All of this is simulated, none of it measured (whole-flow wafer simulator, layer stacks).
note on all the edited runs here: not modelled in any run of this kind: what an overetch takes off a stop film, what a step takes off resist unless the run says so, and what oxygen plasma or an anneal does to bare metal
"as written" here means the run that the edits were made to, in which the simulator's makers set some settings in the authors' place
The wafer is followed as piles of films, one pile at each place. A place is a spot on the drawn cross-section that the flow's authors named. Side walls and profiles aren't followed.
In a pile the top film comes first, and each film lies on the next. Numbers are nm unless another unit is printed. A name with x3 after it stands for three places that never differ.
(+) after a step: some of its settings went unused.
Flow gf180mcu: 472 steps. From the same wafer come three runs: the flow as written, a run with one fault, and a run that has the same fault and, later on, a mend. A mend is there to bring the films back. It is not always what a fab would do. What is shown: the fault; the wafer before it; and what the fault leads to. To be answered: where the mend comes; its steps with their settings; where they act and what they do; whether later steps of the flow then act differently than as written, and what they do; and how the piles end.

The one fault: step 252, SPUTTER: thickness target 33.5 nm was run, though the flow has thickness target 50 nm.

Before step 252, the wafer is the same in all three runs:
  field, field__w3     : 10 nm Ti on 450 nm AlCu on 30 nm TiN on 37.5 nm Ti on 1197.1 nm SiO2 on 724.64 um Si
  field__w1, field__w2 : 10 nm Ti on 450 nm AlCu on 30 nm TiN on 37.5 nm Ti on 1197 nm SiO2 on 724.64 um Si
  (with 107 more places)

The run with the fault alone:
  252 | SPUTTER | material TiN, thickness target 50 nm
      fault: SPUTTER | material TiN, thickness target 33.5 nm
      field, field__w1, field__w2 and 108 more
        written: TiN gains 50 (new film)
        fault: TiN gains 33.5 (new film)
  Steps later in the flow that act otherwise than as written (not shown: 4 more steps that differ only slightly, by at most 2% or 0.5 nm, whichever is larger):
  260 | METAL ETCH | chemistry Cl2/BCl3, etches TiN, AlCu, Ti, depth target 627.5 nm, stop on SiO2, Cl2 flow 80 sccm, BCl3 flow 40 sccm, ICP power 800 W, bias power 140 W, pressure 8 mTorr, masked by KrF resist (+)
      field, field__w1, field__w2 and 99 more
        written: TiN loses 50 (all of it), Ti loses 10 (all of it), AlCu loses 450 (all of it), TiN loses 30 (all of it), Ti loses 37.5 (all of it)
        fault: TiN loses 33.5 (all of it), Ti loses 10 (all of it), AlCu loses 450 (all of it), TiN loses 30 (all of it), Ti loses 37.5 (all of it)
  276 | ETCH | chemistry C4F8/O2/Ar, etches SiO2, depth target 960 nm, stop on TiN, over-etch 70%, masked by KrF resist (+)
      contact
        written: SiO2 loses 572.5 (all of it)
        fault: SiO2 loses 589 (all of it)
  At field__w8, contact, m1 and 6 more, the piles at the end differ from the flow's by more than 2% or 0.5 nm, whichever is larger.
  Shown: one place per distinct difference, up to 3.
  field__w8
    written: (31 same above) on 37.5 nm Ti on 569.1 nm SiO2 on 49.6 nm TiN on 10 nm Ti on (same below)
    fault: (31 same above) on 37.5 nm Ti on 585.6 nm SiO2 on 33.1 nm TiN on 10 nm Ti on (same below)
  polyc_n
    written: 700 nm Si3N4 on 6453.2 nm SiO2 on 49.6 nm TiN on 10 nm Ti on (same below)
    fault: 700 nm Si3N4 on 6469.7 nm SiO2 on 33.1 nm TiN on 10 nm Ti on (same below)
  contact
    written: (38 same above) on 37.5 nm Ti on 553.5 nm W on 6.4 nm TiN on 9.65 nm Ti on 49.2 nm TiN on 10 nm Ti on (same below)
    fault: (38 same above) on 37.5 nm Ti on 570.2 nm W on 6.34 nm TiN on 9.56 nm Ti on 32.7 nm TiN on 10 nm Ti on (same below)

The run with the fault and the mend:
  After step 252 comes the mend.
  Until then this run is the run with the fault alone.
  252a | SPUTTER | material TiN, thickness target 16.5 nm (the flow's step 252, run once more with other settings)
      field, field__w1, field__w2 and 108 more
        TiN gains 16.5
  Later steps of the flow that are run all act as written at every place that is followed.
  The piles end the same as the flow's at every place that both follow.
